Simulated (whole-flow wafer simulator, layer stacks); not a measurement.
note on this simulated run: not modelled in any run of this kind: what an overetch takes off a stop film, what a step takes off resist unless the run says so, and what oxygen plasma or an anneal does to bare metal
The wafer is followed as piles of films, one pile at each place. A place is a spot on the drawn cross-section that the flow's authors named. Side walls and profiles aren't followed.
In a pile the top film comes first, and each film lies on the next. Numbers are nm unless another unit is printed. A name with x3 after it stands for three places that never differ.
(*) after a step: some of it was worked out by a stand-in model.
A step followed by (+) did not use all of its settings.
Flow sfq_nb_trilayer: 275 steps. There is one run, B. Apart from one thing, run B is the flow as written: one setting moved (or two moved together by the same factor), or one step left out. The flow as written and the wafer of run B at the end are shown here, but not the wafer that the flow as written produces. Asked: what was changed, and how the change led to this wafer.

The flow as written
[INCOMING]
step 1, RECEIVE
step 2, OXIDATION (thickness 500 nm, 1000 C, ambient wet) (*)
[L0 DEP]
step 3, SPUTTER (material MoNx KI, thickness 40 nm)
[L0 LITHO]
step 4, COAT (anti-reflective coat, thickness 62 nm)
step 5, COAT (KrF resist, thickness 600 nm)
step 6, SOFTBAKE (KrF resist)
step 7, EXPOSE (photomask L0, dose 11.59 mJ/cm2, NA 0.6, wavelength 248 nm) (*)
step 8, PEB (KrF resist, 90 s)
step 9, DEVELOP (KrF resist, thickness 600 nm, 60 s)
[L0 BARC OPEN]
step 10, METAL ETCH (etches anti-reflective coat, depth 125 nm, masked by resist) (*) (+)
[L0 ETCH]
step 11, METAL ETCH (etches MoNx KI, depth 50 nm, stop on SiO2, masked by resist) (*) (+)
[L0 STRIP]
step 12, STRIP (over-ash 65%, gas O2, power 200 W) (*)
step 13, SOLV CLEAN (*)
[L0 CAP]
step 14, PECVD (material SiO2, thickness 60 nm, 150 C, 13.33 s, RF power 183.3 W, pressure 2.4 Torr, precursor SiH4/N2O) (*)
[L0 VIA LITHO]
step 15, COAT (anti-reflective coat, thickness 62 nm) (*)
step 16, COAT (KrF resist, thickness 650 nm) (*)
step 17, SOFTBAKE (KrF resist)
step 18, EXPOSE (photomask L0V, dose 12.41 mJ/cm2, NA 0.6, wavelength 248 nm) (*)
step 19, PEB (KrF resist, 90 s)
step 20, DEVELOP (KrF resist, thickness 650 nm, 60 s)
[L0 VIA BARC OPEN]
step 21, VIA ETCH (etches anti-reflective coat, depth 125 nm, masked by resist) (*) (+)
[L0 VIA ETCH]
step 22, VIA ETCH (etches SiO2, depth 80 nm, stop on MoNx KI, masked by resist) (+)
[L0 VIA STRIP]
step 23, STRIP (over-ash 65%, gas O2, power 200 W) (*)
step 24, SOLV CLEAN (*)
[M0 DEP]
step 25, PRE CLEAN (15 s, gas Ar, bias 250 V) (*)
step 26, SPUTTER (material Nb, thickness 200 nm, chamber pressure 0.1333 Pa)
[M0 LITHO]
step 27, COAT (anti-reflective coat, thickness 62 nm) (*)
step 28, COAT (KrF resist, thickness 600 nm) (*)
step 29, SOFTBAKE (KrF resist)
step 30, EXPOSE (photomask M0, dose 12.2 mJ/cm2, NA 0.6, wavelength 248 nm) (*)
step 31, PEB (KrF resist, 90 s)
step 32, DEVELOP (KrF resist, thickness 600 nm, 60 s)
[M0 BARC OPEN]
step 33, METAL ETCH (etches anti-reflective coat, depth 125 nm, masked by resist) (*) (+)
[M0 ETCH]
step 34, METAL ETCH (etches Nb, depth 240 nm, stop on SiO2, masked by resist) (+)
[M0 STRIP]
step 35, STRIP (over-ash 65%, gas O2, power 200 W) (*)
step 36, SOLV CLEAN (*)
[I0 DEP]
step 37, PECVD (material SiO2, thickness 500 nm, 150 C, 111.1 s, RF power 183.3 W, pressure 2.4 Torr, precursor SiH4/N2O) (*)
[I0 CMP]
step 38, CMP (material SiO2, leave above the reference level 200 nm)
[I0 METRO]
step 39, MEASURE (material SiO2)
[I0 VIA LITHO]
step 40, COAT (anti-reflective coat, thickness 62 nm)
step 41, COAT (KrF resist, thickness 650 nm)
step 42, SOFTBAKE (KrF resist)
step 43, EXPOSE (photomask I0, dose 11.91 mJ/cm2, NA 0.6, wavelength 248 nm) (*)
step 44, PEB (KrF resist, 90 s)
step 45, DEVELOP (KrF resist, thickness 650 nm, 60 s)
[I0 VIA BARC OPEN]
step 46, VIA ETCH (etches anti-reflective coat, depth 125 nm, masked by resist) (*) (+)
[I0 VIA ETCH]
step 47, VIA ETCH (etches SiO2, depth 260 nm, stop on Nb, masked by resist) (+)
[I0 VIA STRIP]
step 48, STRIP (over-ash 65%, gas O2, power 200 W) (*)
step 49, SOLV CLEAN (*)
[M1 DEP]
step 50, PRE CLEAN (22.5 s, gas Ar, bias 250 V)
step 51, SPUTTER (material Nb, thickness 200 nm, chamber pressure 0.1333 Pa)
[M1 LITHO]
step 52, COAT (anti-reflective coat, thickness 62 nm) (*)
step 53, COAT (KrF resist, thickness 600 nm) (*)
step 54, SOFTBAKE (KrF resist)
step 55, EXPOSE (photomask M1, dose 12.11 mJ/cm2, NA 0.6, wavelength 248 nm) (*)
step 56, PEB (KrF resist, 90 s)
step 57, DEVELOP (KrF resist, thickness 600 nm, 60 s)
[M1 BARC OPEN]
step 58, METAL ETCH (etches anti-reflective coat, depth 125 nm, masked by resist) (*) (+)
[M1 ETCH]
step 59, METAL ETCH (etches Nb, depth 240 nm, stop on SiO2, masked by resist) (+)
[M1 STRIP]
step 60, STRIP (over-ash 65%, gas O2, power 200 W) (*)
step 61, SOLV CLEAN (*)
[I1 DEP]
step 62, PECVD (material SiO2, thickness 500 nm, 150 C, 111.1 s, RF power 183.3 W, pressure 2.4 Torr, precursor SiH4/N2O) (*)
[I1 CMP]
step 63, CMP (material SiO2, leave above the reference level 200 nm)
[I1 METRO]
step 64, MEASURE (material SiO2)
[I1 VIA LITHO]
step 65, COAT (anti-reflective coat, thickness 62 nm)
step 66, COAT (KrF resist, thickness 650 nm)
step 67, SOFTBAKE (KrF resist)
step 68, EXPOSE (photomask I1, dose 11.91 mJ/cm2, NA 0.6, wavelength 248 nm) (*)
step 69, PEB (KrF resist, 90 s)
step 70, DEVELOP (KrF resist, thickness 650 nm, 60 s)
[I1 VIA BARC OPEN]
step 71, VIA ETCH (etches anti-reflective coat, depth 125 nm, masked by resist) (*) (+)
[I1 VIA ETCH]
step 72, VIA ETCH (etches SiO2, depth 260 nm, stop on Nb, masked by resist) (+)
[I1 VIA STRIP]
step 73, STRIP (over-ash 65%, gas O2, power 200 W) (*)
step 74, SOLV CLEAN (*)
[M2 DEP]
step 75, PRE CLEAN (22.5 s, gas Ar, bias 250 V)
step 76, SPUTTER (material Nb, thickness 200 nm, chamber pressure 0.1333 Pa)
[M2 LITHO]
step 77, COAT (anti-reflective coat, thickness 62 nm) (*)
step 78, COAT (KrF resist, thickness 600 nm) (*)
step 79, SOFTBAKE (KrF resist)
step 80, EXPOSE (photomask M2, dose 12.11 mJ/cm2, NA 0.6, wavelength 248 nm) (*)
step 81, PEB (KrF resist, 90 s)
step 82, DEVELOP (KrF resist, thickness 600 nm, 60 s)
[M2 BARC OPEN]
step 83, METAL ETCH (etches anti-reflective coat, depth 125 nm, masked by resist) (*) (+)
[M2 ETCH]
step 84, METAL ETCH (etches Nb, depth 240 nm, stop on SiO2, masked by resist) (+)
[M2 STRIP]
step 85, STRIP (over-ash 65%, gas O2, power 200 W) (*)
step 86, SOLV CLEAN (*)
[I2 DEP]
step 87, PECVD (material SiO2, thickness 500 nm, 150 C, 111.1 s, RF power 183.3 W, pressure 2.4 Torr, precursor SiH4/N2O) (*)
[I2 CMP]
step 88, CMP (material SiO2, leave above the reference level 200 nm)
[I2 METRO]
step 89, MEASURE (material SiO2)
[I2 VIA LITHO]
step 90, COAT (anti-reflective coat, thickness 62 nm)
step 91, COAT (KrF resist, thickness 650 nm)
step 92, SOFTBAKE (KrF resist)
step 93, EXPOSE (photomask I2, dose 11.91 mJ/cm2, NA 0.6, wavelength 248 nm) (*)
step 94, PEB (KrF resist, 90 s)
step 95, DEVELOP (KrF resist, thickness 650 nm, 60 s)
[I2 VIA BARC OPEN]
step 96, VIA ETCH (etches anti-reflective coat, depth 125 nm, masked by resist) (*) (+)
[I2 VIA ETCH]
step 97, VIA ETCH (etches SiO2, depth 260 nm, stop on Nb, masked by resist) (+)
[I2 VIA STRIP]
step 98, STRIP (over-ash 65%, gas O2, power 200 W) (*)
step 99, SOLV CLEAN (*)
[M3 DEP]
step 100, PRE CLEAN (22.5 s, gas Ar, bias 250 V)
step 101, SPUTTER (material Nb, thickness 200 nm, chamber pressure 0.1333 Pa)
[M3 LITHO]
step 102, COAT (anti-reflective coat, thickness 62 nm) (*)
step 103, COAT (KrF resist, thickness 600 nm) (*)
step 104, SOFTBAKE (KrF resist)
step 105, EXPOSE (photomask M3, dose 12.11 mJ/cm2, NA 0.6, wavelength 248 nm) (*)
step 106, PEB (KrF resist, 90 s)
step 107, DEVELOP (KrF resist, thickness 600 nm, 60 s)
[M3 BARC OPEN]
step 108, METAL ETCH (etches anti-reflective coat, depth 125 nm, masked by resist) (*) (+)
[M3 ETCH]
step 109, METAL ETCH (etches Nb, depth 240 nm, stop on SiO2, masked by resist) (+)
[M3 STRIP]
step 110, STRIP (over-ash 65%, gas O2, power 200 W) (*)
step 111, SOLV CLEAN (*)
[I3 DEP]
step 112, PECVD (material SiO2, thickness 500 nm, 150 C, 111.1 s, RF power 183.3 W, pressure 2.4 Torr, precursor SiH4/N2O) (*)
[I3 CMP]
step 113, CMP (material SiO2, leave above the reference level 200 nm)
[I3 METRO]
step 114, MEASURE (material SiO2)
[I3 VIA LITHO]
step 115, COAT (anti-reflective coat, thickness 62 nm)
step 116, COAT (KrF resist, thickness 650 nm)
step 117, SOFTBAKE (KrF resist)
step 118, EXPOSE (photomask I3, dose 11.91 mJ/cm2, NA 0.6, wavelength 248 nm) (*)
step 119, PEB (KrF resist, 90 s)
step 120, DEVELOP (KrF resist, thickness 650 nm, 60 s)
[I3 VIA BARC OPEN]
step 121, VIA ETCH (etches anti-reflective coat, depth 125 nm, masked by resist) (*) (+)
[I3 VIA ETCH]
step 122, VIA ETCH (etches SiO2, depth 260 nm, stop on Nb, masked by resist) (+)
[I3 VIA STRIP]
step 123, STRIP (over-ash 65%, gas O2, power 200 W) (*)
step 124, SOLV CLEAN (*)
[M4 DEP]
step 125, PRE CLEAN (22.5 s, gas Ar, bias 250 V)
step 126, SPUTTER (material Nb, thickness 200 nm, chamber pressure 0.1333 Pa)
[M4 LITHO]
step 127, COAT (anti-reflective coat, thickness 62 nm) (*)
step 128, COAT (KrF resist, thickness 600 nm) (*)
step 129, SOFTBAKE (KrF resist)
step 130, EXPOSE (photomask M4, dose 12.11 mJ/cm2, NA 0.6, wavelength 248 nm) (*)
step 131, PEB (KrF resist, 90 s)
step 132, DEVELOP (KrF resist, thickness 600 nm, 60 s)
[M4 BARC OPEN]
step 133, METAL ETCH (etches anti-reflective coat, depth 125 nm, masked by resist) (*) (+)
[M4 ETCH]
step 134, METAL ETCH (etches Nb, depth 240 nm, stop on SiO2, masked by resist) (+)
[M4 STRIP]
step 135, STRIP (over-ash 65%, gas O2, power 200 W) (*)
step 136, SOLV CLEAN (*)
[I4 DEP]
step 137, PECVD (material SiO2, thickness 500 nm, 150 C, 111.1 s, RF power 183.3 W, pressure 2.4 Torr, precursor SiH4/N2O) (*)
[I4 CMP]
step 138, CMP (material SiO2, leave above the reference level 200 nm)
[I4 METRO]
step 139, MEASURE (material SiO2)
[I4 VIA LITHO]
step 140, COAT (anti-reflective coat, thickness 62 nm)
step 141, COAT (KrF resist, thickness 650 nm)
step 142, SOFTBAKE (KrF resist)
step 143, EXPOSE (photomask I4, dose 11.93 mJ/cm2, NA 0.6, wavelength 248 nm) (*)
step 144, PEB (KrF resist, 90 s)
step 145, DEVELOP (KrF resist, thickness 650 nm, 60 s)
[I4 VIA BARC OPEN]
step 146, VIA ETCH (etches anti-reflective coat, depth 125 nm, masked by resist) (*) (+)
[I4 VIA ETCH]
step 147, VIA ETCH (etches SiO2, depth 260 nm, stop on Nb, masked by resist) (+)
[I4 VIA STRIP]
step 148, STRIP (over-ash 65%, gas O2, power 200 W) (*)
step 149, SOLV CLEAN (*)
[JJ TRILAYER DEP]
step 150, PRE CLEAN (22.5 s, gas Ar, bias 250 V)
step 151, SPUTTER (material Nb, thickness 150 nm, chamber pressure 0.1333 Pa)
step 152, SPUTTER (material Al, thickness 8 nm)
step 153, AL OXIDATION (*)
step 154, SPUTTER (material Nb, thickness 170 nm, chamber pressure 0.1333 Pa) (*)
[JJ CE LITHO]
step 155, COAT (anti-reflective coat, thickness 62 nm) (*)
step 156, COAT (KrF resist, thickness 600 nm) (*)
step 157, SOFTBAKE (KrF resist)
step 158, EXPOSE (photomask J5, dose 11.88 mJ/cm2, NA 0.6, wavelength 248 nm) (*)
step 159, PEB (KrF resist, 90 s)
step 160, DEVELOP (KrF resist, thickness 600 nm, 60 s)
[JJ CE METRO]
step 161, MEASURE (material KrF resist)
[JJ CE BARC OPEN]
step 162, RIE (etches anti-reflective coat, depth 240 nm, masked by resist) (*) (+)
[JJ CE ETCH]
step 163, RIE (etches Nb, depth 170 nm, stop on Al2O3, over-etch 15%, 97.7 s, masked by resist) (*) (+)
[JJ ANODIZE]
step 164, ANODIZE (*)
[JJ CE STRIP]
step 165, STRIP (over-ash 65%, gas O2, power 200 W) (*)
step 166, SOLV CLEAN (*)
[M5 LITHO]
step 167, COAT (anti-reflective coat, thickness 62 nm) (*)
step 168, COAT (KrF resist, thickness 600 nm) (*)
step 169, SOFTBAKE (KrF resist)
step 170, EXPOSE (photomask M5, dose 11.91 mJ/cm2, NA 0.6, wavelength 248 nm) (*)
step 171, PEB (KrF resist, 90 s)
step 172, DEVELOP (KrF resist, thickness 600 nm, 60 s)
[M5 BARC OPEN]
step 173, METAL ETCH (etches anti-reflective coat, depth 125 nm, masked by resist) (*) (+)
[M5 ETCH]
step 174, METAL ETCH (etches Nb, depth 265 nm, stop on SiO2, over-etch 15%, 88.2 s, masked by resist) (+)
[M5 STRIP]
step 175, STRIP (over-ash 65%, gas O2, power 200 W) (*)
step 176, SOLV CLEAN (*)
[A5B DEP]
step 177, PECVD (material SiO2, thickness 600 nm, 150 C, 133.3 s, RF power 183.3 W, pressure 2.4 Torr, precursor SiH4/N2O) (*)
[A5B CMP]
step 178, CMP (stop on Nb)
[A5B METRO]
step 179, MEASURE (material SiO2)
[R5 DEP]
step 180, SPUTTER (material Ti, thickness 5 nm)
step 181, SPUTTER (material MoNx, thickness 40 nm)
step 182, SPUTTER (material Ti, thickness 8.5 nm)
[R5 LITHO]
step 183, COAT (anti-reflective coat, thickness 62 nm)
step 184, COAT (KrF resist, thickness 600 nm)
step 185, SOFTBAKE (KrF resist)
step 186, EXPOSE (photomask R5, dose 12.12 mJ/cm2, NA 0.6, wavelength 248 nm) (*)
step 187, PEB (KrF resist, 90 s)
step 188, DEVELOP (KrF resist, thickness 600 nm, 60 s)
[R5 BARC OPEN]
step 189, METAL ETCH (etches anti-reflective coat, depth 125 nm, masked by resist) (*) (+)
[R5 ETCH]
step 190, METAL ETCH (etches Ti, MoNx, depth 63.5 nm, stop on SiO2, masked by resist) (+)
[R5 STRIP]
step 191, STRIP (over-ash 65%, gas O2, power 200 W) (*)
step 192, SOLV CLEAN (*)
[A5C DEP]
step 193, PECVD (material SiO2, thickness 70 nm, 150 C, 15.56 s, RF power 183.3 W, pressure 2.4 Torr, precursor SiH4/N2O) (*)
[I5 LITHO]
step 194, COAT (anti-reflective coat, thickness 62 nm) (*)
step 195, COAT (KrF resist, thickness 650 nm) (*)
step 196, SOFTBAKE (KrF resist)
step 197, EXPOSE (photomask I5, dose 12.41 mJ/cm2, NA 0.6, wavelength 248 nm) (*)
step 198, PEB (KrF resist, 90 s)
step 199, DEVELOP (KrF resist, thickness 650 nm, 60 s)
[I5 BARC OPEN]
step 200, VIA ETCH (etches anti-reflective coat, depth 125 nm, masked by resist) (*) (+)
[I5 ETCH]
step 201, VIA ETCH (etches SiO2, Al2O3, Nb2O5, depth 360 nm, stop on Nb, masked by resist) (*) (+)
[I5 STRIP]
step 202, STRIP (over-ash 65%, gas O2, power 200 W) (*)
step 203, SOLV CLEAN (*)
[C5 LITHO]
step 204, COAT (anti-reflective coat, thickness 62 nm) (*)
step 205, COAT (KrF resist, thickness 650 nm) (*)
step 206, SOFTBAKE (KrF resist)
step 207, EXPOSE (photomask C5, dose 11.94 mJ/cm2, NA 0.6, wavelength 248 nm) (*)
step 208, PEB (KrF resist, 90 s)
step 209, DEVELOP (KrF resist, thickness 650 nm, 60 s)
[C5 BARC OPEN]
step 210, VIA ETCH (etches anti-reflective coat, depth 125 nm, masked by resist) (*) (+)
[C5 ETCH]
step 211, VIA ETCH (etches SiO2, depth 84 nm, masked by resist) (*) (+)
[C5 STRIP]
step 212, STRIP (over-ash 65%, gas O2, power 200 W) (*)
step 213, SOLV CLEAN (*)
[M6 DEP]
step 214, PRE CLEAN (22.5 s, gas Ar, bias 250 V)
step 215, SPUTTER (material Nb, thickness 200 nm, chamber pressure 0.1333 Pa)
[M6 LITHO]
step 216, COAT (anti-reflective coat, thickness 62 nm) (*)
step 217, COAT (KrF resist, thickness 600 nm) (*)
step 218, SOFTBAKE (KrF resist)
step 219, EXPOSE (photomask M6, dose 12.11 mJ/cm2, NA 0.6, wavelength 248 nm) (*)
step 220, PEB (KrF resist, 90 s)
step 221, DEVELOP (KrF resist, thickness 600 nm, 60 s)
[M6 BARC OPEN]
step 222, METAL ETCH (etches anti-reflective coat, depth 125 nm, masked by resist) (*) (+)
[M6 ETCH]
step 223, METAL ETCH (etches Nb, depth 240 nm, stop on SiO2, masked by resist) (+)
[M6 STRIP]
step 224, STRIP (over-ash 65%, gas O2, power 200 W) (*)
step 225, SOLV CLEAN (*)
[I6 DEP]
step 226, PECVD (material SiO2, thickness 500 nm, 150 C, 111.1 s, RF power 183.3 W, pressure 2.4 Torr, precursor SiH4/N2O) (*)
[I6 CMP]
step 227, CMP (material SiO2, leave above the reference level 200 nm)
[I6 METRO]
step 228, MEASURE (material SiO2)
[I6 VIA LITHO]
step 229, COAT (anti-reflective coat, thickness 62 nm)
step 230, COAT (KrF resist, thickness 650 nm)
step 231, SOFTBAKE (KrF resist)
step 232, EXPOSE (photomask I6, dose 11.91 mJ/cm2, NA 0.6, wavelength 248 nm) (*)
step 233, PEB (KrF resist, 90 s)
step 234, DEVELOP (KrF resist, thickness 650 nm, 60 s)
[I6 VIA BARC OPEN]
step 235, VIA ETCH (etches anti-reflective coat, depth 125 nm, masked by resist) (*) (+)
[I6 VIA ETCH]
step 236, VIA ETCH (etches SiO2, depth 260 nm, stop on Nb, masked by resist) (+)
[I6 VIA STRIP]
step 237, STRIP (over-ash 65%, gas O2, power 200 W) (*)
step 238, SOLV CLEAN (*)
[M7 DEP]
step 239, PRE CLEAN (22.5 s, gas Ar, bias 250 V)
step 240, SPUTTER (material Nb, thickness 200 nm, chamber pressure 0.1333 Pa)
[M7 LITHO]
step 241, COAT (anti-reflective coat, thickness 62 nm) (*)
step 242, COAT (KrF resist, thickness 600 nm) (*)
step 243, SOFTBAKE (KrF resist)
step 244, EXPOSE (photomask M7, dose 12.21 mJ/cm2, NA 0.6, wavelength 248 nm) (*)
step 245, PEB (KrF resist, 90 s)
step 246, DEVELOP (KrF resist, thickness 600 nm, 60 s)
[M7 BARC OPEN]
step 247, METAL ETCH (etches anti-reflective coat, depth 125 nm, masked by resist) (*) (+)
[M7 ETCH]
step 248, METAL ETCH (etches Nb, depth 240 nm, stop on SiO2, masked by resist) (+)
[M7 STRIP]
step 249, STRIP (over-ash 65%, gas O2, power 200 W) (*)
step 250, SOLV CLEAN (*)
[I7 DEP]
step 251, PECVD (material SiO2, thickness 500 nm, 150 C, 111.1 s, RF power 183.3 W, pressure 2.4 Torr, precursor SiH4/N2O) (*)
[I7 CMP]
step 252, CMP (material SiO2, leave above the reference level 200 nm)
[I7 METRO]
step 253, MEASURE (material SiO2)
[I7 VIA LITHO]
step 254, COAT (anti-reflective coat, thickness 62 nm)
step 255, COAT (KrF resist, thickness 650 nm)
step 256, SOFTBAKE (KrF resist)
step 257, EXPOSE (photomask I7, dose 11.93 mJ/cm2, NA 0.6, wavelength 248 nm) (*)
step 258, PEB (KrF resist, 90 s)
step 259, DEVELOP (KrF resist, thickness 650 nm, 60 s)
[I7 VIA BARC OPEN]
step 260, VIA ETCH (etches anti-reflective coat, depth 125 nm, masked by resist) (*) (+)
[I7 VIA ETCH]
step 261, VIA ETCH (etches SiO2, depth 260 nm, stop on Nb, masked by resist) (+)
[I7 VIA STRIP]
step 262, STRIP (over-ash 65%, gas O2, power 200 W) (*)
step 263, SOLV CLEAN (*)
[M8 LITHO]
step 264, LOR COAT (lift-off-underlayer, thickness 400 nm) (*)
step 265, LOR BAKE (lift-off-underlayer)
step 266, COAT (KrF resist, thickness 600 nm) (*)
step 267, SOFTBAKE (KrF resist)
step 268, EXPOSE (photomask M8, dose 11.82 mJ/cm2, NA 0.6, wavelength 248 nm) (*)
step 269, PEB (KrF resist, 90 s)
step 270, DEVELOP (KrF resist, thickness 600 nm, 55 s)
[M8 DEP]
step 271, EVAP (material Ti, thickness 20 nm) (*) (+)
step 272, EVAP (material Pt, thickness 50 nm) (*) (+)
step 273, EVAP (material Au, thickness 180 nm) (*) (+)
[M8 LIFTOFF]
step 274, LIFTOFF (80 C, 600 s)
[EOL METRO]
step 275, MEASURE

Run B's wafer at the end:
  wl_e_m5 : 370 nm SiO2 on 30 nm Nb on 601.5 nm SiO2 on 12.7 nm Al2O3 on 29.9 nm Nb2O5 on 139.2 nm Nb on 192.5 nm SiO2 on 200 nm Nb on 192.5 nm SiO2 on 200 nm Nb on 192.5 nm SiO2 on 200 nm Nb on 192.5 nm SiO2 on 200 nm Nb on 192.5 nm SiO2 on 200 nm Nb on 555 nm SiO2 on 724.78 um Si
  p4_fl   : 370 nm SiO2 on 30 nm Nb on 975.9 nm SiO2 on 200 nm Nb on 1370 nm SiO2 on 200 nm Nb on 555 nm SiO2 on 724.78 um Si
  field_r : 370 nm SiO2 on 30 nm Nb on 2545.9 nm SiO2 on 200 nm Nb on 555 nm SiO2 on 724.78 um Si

What caused this: step 248, METAL ETCH: depth 170 nm was run, though the flow has depth 240 nm.

Step by step, how the change led to this:
  step 248, METAL ETCH (etches Nb, depth 240 nm, stop on SiO2, masked by resist) (+)
      field_l, field_r, lsp_l and 62 more: Nb loses 170 (it would be, as written: Nb loses 200 (all of it))
      v_sur, via_wl, via_w and 38 more: KrF resist loses 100 (it would be, as written: KrF resist loses 141.2)
  step 249, STRIP (over-ash 65%, gas O2, power 200 W) (*)
      wl_j_sl, wl_jj, wl_j_sr and 14 more: KrF resist loses 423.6 (all of it), anti-reflective coat loses 62 (all of it) (it would be, as written: KrF resist loses 382.4 (all of it), anti-reflective coat loses 62 (all of it))
      ln_m5, lsp_m, ln_m6, lsp_r: KrF resist loses 423.1 (all of it), anti-reflective coat loses 61.8 (all of it) (it would be, as written: KrF resist loses 381.9 (all of it), anti-reflective coat loses 61.8 (all of it))
      (and at 20 other places as well)
  step 251, PECVD (material SiO2, thickness 500 nm, 150 C, 111.1 s, RF power 183.3 W, pressure 2.4 Torr, precursor SiH4/N2O) (*)
      field_l, p4_fl, p4_fm and 56 more: SiO2 gains 500 (new film) (it would be, as written: SiO2 gains 500)
      field_r, lsp_l: SiO2 gains 481 (new film) (it would be, as written: SiO2 gains 477.7)
      (and at 4 other places as well)
  step 252, CMP (material SiO2, leave above the reference level 200 nm)
      field_l, p4_fl, p4_fm and 56 more: SiO2 loses 130 (it would be, as written: SiO2 loses 100)
      field_r, lsp_l: SiO2 loses 111 (it would be, as written: SiO2 loses 77.7)
      (and at 2 other places as well)
Taking metal films that touch as one body, wl_e_m5 has 7 bodies (between them, from the top down: SiO2 601.5 / Al2O3 12.7 / Nb2O5 29.9; SiO2 192.5; SiO2 192.5; SiO2 192.5; SiO2 192.5; SiO2 192.5); the flow as written gives 6 bodies (between them, from the top down: SiO2 192.5; SiO2 192.5; SiO2 192.5; SiO2 192.5; SiO2 192.5).
Taking metal films that touch as one body, p4_fl has 3 bodies (between them, from the top down: SiO2 975.9; SiO2 1370); the flow as written gives 2 bodies (between them, from the top down: SiO2 1370).
Taking metal films that touch as one body, field_r has 2 bodies (between them, from the top down: SiO2 2545.9); the flow as written gives 1 body.
